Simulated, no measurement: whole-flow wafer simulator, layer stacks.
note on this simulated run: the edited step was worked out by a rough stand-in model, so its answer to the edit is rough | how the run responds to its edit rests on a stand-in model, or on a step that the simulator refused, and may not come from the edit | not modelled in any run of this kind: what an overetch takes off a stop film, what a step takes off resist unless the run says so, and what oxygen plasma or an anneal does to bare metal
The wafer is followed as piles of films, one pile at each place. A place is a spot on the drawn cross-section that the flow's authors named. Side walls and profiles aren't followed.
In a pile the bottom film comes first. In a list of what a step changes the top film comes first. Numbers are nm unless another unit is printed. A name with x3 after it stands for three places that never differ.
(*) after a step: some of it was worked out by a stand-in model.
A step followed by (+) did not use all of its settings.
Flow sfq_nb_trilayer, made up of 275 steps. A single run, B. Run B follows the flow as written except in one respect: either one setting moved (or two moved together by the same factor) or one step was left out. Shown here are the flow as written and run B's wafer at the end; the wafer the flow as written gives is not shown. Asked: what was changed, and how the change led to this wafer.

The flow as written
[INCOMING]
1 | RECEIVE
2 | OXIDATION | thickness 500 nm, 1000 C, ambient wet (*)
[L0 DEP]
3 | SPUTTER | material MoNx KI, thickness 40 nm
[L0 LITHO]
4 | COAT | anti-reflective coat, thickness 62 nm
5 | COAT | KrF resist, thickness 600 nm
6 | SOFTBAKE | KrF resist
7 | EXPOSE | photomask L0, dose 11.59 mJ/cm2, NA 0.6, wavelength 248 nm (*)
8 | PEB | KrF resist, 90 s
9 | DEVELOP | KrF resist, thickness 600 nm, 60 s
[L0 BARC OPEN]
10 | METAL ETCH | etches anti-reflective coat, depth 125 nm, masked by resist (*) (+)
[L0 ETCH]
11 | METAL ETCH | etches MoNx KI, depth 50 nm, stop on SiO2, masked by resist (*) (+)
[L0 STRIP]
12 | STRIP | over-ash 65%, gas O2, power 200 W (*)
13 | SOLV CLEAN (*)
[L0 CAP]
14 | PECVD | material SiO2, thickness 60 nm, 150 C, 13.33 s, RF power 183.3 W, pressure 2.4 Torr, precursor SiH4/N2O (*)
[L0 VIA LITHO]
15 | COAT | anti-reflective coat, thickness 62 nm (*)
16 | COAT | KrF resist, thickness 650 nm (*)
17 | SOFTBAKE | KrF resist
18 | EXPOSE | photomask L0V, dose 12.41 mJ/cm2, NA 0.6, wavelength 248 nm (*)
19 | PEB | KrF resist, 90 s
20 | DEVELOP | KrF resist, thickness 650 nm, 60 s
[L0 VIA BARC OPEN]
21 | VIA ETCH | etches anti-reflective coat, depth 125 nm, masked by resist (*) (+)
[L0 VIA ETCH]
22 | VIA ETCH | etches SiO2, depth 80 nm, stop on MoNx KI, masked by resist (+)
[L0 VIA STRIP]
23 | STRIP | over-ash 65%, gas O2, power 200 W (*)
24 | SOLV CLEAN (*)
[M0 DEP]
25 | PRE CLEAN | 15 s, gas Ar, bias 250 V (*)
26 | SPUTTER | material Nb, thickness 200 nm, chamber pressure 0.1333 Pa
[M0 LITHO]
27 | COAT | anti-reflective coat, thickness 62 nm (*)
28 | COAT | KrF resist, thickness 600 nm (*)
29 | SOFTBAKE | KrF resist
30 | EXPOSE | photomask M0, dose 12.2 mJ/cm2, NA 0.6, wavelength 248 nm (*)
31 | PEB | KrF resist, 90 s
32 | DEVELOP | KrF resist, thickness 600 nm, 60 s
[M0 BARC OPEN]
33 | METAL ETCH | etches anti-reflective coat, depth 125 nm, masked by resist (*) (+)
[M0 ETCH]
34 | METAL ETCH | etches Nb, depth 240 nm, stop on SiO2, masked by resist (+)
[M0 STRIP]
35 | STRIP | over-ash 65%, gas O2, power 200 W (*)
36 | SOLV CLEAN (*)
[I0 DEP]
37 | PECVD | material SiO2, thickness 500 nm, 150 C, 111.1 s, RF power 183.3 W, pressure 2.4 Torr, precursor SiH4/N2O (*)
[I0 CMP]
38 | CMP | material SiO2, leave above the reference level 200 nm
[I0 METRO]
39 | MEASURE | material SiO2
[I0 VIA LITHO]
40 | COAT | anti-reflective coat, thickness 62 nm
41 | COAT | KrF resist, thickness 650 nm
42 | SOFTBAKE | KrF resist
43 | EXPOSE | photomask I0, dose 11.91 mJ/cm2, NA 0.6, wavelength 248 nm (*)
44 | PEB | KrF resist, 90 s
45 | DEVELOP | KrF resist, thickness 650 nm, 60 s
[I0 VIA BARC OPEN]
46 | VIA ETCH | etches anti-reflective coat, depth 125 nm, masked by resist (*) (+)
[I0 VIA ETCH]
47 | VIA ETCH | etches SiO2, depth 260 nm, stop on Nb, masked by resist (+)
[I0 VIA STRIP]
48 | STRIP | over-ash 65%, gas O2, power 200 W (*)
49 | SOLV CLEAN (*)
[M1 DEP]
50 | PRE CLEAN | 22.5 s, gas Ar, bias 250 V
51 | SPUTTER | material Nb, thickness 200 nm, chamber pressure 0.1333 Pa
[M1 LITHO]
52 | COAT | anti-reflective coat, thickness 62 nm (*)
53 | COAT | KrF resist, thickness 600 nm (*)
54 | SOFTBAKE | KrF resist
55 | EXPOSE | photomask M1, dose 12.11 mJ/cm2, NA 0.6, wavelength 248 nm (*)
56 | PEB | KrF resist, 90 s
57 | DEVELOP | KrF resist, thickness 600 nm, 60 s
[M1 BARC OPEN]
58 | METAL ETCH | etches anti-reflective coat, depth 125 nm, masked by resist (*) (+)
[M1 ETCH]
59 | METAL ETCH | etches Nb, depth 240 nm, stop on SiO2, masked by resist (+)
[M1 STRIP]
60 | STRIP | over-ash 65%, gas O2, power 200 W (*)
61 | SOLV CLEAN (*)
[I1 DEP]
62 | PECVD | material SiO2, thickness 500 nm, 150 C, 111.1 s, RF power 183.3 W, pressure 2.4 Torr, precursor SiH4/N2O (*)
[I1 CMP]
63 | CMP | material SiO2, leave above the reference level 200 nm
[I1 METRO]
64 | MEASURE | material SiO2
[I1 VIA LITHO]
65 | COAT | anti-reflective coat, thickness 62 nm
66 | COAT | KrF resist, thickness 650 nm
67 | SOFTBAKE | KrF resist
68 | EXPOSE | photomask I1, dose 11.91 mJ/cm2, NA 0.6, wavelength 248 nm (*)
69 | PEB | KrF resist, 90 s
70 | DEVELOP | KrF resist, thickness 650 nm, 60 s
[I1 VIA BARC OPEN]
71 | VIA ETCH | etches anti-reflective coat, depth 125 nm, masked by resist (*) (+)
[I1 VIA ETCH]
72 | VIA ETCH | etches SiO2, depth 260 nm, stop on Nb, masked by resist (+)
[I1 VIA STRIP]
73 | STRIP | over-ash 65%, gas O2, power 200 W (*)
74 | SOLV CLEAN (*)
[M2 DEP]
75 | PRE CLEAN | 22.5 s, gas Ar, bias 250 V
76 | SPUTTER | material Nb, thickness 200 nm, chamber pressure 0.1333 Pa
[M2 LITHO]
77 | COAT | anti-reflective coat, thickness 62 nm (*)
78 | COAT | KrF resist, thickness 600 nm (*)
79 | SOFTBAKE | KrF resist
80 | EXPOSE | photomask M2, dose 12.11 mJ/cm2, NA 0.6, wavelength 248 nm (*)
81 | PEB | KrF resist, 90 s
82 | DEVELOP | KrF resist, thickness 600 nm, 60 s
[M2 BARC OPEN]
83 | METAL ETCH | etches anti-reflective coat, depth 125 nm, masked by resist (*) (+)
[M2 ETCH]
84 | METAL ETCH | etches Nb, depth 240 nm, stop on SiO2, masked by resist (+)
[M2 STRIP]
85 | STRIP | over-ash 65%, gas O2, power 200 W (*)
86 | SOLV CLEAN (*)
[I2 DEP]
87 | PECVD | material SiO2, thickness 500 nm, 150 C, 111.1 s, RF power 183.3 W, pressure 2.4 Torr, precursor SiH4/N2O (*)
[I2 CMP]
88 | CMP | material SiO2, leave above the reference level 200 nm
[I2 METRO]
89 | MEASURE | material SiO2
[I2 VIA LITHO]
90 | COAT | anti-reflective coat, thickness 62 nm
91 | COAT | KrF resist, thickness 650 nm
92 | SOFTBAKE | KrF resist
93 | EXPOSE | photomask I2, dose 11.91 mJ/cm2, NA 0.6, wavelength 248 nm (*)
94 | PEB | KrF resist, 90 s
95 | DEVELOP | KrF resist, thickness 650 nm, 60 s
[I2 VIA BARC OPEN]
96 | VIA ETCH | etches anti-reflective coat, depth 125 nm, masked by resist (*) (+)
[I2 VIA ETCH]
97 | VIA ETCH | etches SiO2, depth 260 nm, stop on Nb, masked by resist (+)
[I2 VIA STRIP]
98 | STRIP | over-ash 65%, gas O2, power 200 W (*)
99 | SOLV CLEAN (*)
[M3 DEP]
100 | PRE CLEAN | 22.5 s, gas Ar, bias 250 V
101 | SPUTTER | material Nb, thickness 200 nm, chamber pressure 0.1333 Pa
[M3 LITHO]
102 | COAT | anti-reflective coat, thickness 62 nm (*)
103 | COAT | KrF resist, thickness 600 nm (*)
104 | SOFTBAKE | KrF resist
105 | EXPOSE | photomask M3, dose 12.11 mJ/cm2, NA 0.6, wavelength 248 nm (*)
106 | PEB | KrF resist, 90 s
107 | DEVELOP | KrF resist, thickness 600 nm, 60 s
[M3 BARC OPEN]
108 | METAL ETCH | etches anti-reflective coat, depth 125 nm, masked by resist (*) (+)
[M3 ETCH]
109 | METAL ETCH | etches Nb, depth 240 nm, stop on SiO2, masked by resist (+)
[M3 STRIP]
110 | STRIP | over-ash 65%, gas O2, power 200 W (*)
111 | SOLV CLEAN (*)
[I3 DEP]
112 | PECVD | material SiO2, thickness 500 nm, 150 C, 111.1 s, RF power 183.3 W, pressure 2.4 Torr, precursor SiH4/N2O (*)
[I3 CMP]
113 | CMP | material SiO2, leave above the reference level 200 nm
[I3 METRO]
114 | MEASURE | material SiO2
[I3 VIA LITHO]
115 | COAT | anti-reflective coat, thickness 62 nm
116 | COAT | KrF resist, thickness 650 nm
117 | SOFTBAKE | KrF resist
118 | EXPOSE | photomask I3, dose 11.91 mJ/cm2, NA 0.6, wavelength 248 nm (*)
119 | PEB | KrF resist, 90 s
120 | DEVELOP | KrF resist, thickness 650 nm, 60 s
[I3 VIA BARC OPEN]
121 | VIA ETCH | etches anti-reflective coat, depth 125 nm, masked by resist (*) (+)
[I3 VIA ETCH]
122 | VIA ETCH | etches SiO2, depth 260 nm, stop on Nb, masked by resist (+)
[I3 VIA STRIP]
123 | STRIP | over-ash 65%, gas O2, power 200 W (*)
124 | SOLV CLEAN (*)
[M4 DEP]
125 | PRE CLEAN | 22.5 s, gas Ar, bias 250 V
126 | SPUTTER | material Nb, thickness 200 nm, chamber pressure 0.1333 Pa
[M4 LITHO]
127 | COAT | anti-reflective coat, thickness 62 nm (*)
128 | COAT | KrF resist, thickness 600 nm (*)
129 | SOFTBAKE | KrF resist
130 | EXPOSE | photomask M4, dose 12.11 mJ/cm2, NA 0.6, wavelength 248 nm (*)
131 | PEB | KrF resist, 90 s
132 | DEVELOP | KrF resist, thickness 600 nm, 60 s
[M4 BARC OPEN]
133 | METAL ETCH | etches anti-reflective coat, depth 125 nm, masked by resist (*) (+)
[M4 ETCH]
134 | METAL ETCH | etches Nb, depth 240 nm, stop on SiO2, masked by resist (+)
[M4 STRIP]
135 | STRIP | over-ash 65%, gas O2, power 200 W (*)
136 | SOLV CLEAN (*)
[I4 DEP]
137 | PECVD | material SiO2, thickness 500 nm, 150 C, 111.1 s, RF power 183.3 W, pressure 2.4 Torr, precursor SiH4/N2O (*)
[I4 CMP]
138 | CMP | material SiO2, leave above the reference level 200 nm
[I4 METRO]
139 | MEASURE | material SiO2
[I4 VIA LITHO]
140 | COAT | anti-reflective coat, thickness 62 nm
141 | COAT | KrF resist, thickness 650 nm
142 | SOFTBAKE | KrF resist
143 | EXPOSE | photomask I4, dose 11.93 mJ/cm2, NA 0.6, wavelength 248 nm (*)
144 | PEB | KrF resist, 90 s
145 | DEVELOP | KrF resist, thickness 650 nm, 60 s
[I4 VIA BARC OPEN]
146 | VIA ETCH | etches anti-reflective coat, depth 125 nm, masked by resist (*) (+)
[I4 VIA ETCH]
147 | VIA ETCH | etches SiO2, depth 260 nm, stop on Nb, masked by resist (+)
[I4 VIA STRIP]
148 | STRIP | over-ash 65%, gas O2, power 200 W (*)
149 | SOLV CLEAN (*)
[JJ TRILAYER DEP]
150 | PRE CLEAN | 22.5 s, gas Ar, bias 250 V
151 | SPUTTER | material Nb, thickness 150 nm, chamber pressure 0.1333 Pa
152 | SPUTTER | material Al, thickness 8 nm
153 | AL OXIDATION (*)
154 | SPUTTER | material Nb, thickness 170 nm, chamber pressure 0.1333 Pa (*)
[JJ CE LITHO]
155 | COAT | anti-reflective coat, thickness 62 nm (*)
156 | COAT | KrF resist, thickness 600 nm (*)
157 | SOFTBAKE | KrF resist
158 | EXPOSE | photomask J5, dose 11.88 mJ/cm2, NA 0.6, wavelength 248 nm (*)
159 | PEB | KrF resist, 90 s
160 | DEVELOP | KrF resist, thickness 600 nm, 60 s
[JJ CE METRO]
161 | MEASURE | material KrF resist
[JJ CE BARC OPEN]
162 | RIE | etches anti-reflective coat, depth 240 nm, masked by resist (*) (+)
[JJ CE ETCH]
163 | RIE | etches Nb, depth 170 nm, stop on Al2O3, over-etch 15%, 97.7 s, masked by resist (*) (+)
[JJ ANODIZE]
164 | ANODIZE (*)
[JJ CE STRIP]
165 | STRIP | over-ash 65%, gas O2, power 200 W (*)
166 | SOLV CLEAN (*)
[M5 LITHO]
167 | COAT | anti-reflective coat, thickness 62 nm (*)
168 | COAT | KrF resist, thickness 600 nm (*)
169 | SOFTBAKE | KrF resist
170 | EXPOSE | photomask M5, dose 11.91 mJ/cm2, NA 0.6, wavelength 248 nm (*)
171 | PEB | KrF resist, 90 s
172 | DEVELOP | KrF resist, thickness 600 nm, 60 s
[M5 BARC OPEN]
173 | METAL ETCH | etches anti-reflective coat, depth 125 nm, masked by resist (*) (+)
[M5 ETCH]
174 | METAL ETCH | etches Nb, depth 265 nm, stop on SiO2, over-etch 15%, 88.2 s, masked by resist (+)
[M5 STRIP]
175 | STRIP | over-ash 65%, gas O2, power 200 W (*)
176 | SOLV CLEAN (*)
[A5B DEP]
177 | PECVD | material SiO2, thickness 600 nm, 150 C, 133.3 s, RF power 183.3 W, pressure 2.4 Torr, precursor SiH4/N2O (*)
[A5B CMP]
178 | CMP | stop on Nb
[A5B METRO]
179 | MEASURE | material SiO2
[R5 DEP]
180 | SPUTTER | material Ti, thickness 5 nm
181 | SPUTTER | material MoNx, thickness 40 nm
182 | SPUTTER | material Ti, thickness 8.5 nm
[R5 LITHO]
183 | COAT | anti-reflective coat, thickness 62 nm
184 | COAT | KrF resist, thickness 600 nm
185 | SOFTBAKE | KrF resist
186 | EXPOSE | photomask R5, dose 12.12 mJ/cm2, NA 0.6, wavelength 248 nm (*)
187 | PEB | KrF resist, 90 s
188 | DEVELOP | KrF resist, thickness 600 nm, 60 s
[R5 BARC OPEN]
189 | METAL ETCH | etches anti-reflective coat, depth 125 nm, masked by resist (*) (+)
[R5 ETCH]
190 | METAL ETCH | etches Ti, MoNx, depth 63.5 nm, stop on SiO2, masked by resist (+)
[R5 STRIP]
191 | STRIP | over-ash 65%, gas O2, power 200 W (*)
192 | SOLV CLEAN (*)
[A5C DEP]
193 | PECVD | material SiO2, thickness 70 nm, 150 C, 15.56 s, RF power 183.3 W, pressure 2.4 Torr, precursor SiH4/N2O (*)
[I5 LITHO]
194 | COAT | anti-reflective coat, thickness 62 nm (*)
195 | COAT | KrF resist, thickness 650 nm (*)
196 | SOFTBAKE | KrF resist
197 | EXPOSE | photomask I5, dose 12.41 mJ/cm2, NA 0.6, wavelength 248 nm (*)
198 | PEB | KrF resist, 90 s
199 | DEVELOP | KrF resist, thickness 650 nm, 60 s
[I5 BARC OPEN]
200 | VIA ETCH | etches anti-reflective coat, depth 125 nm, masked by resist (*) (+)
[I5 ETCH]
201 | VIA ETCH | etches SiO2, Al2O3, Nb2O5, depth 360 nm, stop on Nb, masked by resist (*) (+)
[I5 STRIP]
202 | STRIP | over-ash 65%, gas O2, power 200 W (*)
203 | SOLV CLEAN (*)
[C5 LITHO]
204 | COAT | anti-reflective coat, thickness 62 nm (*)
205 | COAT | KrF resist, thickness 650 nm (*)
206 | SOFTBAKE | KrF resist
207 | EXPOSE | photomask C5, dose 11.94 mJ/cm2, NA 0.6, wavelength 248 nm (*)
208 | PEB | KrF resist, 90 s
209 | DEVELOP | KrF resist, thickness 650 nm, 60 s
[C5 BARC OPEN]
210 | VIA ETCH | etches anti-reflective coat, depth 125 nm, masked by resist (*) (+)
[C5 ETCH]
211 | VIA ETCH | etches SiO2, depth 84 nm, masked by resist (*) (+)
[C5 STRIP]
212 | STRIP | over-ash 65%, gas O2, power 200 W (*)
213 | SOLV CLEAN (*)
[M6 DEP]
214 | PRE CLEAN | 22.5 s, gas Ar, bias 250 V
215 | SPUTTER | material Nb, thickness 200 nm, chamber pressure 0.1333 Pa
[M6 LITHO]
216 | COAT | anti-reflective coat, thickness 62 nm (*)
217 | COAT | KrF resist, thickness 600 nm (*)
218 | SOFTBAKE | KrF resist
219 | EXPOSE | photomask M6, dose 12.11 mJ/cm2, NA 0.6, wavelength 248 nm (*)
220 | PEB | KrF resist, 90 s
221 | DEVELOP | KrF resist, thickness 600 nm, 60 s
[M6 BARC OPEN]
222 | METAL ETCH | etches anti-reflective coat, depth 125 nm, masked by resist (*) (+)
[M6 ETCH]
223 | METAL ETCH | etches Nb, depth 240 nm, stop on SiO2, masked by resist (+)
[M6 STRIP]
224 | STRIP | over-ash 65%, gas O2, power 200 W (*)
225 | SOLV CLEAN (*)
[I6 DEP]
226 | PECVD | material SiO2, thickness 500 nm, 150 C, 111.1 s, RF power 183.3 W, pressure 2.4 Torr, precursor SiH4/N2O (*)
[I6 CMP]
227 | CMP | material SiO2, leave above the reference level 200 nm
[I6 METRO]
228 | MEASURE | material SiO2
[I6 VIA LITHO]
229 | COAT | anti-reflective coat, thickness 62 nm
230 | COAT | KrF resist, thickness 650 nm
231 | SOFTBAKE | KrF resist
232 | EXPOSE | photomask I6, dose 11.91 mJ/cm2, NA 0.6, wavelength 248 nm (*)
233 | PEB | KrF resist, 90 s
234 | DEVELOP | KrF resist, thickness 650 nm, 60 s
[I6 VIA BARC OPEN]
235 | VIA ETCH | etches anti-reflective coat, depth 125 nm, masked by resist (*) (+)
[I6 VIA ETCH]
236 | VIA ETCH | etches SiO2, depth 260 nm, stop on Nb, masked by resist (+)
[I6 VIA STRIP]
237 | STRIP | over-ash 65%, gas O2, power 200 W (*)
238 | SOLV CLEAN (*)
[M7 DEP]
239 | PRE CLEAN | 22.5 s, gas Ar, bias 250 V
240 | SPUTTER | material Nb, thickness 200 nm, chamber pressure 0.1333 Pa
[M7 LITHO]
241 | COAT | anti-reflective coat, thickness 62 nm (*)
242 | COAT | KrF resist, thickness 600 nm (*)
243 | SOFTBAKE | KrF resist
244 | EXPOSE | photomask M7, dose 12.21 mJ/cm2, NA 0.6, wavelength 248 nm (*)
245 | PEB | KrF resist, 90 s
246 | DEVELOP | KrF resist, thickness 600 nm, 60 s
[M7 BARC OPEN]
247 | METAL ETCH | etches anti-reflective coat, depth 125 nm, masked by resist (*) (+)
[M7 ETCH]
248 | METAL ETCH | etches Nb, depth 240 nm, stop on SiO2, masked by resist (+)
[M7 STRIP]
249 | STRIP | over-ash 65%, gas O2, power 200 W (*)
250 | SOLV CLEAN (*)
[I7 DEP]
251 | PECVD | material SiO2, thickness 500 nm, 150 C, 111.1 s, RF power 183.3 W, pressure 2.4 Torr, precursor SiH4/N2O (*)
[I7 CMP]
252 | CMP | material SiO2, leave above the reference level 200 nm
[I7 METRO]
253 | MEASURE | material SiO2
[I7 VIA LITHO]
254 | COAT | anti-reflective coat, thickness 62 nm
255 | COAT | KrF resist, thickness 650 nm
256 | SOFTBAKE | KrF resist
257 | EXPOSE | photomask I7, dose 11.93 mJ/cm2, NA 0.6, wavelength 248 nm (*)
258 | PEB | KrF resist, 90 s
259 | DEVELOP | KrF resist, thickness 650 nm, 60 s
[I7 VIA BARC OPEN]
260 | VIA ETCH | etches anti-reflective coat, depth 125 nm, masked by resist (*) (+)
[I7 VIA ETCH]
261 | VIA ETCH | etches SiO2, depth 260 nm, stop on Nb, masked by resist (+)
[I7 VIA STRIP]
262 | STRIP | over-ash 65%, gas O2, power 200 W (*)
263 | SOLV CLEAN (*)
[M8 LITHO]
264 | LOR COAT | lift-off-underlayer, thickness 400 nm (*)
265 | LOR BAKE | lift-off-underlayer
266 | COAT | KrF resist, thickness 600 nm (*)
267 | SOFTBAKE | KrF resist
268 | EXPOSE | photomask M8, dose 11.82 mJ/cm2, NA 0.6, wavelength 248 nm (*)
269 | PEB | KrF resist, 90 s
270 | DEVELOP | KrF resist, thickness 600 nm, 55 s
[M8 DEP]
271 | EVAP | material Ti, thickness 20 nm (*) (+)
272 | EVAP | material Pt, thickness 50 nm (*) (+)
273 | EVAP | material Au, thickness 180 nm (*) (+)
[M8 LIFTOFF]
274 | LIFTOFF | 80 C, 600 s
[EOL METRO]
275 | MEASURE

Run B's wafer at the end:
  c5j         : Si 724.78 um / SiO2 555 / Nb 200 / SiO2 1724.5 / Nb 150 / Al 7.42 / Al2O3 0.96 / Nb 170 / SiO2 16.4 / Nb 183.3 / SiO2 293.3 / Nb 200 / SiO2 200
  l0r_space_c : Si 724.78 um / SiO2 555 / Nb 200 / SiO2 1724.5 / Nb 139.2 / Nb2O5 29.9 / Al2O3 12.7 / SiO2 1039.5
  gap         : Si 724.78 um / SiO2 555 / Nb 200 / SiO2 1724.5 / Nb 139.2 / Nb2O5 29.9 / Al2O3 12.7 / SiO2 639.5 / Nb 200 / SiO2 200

The reason: step 137, PECVD: thickness 362 nm was run, while the flow as written has thickness 500 nm; step 137, PECVD: 80.56 s was run, where the flow has 111.1 s.

Step by step, how the change led to this:
  137 | PECVD | material SiO2, thickness 500 nm, 150 C, 111.1 s, RF power 183.3 W, pressure 2.4 Torr, precursor SiH4/N2O (*)
      field_l, be, be_sur and 55 more: +362 SiO2 (it would be, as written: +500 SiO2)
      v_sur, via_wl, via_w and 35 more: +362 SiO2 (new film) (it would be, as written: +500 SiO2 (new film))
      (and at 10 other places as well)
  138 | CMP | material SiO2, leave above the reference level 200 nm
      field_l, be, be_sur and 55 more: nothing (it would be, as written: -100 SiO2)
      p3_s0, p3_s1, p3_s2, p3_s3, p3_s4, p3_s5: nothing (it would be, as written: -157.1 SiO2)
      (and at 42 other places as well)
  140 | COAT | anti-reflective coat, thickness 62 nm
      p3_s0, p3_s1, p3_s2, p3_s3: +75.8 anti-reflective coat (new film) (it would be, as written: +62 anti-reflective coat (new film))
      p3_l1, p3_l2, p3_l3, p3_l4: +54.7 anti-reflective coat (new film) (it would be, as written: +62 anti-reflective coat (new film))
      (and at 54 other places as well)
  141 | COAT | KrF resist, thickness 650 nm
      via_wl: +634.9 KrF resist (new film) (it would be, as written: +650 KrF resist (new film))
      wire: +636 KrF resist (new film) (it would be, as written: +650 KrF resist (new film))
      (and at 4 other places as well)
  145 | DEVELOP | KrF resist, thickness 650 nm, 60 s
      via_wl: -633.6 KrF resist (all of it) (it would be, as written: -648.6 KrF resist (all of it))
  146 | VIA ETCH | etches anti-reflective coat, depth 125 nm, masked by resist (*) (+)
      field_l, v_sur, via_sp and 100 more: -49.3 KrF resist (it would be, as written: -51.7 KrF resist)
      via_wl, via_wr: -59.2 anti-reflective coat (all of it), -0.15 SiO2 (it would be, as written: -62 anti-reflective coat (all of it), -0.16 SiO2)
      (and at 1 other place as well)
  148 | STRIP | over-ash 65%, gas O2, power 200 W (*)
      m0r_space_l, m6r_space_l, m7r_space_l: -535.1 KrF resist (all of it), -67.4 anti-reflective coat (all of it) (it would be, as written: -528.6 KrF resist (all of it), -62 anti-reflective coat (all of it))
      m0r_space_r, m6r_space_r, m7r_space_r: -535 KrF resist (all of it), -67.5 anti-reflective coat (all of it) (it would be, as written: -528.6 KrF resist (all of it), -62 anti-reflective coat (all of it))
      (and at 54 other places as well)
  155 | COAT | anti-reflective coat, thickness 62 nm (*)
      p3_fr, m0r_space_l, m0r_space_r, m6r_space_l, m6r_space_r, m7r_space_l, m7r_space_r: +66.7 anti-reflective coat (new film) (it would be, as written: +62 anti-reflective coat (new film))
      p3_l1, p3_l2, p3_l3, p3_l4, p3_l5, p3_l6: +53.1 anti-reflective coat (new film) (it would be, as written: +62 anti-reflective coat (new film))
      (and at 47 other places as well)
  156 | COAT | KrF resist, thickness 600 nm (*)
      v_sur: +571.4 KrF resist (new film) (it would be, as written: +588.2 KrF resist (new film))
      via_wl: +646.5 KrF resist (new film) (it would be, as written: +663 KrF resist (new film))
      (and at 9 other places as well)
  160 | DEVELOP | KrF resist, thickness 600 nm, 60 s
      v_sur: -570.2 KrF resist (all of it) (it would be, as written: -587 KrF resist (all of it))
      via_wl: -645.1 KrF resist (all of it) (it would be, as written: -661.6 KrF resist (all of it))
      (and at 9 other places as well)
  162 | RIE | etches anti-reflective coat, depth 240 nm, masked by resist (*) (+)
      p3_fr, m0r_space_l, m0r_space_r, m6r_space_l, m6r_space_r, m7r_space_l, m7r_space_r: -66.7 anti-reflective coat (all of it) (it would be, as written: -62 anti-reflective coat (all of it))
      p3_l1, p3_l2, p3_l3, p3_l4, p3_l5, p3_l6: -53.1 anti-reflective coat (all of it) (it would be, as written: -62 anti-reflective coat (all of it))
      (and at 47 other places as well)
  167 | COAT | anti-reflective coat, thickness 62 nm (*)
      p3_fr, m0r_space_l, m0r_space_r, m6r_space_l, m6r_space_r, m7r_space_l, m7r_space_r: +66 anti-reflective coat (new film) (it would be, as written: +62 anti-reflective coat (new film))
      p3_l1, p3_l2, p3_l3, p3_l4, p3_l5: +50.8 anti-reflective coat (new film) (it would be, as written: +62 anti-reflective coat (new film))
      (and at 48 other places as well)
  168 | COAT | KrF resist, thickness 600 nm (*)
      v_sur: +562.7 KrF resist (new film) (it would be, as written: +577.9 KrF resist (new film))
      via_wl: +639.2 KrF resist (new film) (it would be, as written: +656 KrF resist (new film))
      (and at 10 other places as well)
  172 | DEVELOP | KrF resist, thickness 600 nm, 60 s
      lsp_m: -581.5 KrF resist (all of it) (it would be, as written: -598.4 KrF resist (all of it))
      ln_m6: -583 KrF resist (all of it) (it would be, as written: -598.3 KrF resist (all of it))
      (and at 4 other places as well)
  173 | METAL ETCH | etches anti-reflective coat, depth 125 nm, masked by resist (*) (+)
      lsp_r: -66.8 anti-reflective coat (all of it) (it would be, as written: -61.9 anti-reflective coat (all of it), -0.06 Al2O3)
      l0v: -63.5 anti-reflective coat (all of it) (it would be, as written: -61.9 anti-reflective coat (all of it), -0.06 Al2O3)
      (and at 32 other places as well)
  175 | STRIP | over-ash 65%, gas O2, power 200 W (*)
      m0r_space_l, m0r_space_r, m6r_space_l, m6r_space_r, m7r_space_l, m7r_space_r: -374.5 KrF resist (all of it), -66 anti-reflective coat (all of it) (it would be, as written: -371.2 KrF resist (all of it), -62 anti-reflective coat (all of it))
      m5r_linepad_l, m5r_linepad_r: -365.4 KrF resist (all of it), -75.1 anti-reflective coat (all of it) (it would be, as written: -371.2 KrF resist (all of it), -62 anti-reflective coat (all of it))
      (and at 21 other places as well)
  ... another 36 steps ...
  274 | LIFTOFF | 80 C, 600 s
      be: -180 Au (all of it), -50 Pt (all of it), -20 Ti (all of it), -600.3 KrF resist (all of it), -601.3 lift-off-underlayer (all of it) (it would be, as written: -180 Au (all of it), -50 Pt (all of it), -20 Ti (all of it), -572.1 KrF resist (all of it), -398.5 lift-off-underlayer (all of it))
      be_sur: -180 Au (all of it), -50 Pt (all of it), -20 Ti (all of it), -582.7 KrF resist (all of it), -376.4 lift-off-underlayer (all of it) (it would be, as written: -180 Au (all of it), -50 Pt (all of it), -20 Ti (all of it), -572.6 KrF resist (all of it), -398.9 lift-off-underlayer (all of it))
With metal films that touch counted as one body, c5j has 5 bodies (between them, from the top down: SiO2 293.3; SiO2 16.4; Al2O3 0.96; SiO2 1724.5); the flow as written gives 4 bodies (between them, from the top down: SiO2 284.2; Al2O3 0.96; SiO2 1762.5).
